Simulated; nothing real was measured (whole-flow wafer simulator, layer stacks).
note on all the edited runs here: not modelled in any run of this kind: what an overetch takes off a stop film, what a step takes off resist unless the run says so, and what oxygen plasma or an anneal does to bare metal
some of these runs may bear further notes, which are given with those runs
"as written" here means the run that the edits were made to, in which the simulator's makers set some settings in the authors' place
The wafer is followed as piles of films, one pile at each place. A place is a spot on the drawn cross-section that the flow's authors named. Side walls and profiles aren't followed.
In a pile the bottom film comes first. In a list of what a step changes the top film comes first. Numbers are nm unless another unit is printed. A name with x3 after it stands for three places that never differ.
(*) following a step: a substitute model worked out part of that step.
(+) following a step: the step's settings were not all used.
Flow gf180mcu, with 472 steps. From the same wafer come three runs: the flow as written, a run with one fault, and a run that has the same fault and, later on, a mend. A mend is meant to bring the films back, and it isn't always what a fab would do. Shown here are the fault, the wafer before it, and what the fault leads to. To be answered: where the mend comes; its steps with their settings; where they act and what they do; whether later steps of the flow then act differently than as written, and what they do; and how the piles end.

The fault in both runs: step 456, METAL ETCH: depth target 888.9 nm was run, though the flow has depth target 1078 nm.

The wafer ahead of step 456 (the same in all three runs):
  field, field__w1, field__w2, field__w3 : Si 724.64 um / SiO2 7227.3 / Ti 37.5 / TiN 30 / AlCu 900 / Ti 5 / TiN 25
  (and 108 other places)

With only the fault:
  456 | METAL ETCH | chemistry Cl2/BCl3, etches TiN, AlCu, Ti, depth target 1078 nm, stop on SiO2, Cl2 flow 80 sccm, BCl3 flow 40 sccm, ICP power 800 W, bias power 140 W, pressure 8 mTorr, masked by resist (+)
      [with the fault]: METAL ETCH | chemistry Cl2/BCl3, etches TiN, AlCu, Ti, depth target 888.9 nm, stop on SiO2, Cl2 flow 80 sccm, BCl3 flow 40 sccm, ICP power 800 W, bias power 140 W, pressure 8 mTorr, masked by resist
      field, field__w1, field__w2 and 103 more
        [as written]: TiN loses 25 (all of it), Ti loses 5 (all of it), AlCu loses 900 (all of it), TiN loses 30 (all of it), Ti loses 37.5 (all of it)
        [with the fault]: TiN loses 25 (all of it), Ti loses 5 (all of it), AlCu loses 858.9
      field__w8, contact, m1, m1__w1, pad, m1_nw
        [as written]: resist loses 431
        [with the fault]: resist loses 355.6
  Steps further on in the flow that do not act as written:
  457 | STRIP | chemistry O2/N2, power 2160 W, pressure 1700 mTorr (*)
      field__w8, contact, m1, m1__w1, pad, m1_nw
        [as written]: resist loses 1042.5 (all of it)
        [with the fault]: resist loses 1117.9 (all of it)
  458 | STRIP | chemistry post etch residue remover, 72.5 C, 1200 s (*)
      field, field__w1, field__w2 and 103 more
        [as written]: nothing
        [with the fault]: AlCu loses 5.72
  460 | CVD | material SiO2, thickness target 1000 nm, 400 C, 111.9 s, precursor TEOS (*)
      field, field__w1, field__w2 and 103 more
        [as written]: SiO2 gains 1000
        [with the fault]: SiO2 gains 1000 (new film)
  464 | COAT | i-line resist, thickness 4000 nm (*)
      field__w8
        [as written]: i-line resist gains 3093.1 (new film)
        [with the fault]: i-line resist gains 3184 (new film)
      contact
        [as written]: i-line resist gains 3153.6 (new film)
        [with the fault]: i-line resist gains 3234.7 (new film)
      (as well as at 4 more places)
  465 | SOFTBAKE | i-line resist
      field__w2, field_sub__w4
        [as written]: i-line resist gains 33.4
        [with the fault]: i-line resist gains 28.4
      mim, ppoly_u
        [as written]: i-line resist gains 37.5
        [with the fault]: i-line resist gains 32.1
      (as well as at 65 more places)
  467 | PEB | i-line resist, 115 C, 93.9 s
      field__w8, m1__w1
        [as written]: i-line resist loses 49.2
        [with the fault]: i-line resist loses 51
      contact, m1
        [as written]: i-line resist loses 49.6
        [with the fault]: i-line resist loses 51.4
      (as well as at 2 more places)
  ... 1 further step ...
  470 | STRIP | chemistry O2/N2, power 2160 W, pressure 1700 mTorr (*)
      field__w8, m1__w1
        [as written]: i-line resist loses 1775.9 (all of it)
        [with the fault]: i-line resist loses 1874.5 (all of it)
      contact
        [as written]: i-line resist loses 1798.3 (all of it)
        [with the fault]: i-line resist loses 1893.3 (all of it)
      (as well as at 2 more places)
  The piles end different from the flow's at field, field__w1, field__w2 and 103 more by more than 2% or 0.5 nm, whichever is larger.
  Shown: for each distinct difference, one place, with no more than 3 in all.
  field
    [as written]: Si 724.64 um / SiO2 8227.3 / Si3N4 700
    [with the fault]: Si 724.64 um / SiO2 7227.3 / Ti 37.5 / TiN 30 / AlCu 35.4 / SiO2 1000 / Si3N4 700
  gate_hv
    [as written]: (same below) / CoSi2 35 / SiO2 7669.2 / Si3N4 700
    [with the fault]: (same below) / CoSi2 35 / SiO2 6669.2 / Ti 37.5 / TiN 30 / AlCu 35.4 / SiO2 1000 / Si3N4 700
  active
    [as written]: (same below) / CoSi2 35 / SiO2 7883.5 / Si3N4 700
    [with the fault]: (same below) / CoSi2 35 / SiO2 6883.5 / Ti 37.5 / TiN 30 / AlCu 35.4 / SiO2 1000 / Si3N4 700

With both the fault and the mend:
  The mend stands after step 458.
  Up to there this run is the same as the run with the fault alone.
  458a | DEHYDRATE | 200 C, 60 s (the flow's step 449, run once more)
      alters no film at any place that is followed
  458b | HMDS | 120 C, 60 s (the flow's step 450, run once more)
      alters no film at any place that is followed
  458c | COAT | resist, thickness 1500 nm (*) (the flow's step 451, run once more)
      iso_ptap_pw, iso_ntap_nw, iso_nw_fld and 33 more
        resist gains 1500 (new film)
      p_well, sti, spacer, sd_n, mim_1p0, dice_street
        resist gains 1504.2 (new film)
      field__w2, field__w3, field__w12
        resist gains 1512.8 (new film)
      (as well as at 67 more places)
  458d | SOFTBAKE | resist (the flow's step 452, run once more)
      gate_p_hv, nw_enc_fld, nw_enc_fld__w1
        resist loses 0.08
      ld_sd_n, ld_gate_n
        resist loses 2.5
      field
        resist loses 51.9
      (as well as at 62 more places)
  458e | EXPOSE | photomask MetalTop (the flow's step 453, run once more)
      alters no film at any place that is followed
  458f | PEB | resist, 70.3 s (the flow's step 454, run once more)
      field__w2, field__w3, field__w5 and 41 more
        resist loses 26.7
      iso_ptap_pw, iso_ntap_nw, iso_nw_fld and 33 more
        resist loses 26.5
      p_well, sti, spacer, sd_n, mim_1p0, dice_street
        resist loses 26.6
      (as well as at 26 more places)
  458g | DEVELOP | thickness 1500 nm, 60 s (the flow's step 455, run once more)
      iso_ptap_pw, iso_ntap_nw, iso_nw_fld and 33 more
        resist loses 1473.5 (all of it)
      p_well, sti, spacer, sd_n, mim_1p0, dice_street
        resist loses 1477.6 (all of it)
      field__w5, field__w9, nplus_u, npoly_u, nw_enc_fld_lv__w1
        resist loses 1484.9 (all of it)
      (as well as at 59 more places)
  458h | METAL ETCH | chemistry Cl2/BCl3, etches TiN, AlCu, Ti, depth target 188.6 nm, stop on SiO2, Cl2 flow 80 sccm, BCl3 flow 40 sccm, ICP power 800 W, bias power 140 W, pressure 8 mTorr, masked by resist (+) (the flow's step 456, run once more with other settings)
      field, field__w1, field__w2 and 103 more
        AlCu loses 35.4 (all of it), TiN loses 30 (all of it), Ti loses 37.5 (all of it)
      field__w8, contact, m1, m1__w1, pad, m1_nw
        resist loses 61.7
  458i | STRIP | chemistry O2/N2, power 2160 W, pressure 1700 mTorr (*) (the flow's step 457, run once more)
      field__w8
        resist loses 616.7 (all of it)
      contact
        resist loses 613.8 (all of it)
      m1
        resist loses 614.3 (all of it)
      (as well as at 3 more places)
  458j | STRIP | chemistry post etch residue remover, 72.5 C, 1200 s (*) (the flow's step 458, run once more)
      field__w8, contact, m1, m1__w1, pad, m1_nw
        TiN loses 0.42
  Every later step of the flow that is run acts as written, at every place that is followed, to within 2% or 0.5 nm, whichever is larger.
  When the end is reached, the piles differ only a little from the flow's at the places that both follow, at most by 2% or 0.5 nm, whichever is larger.
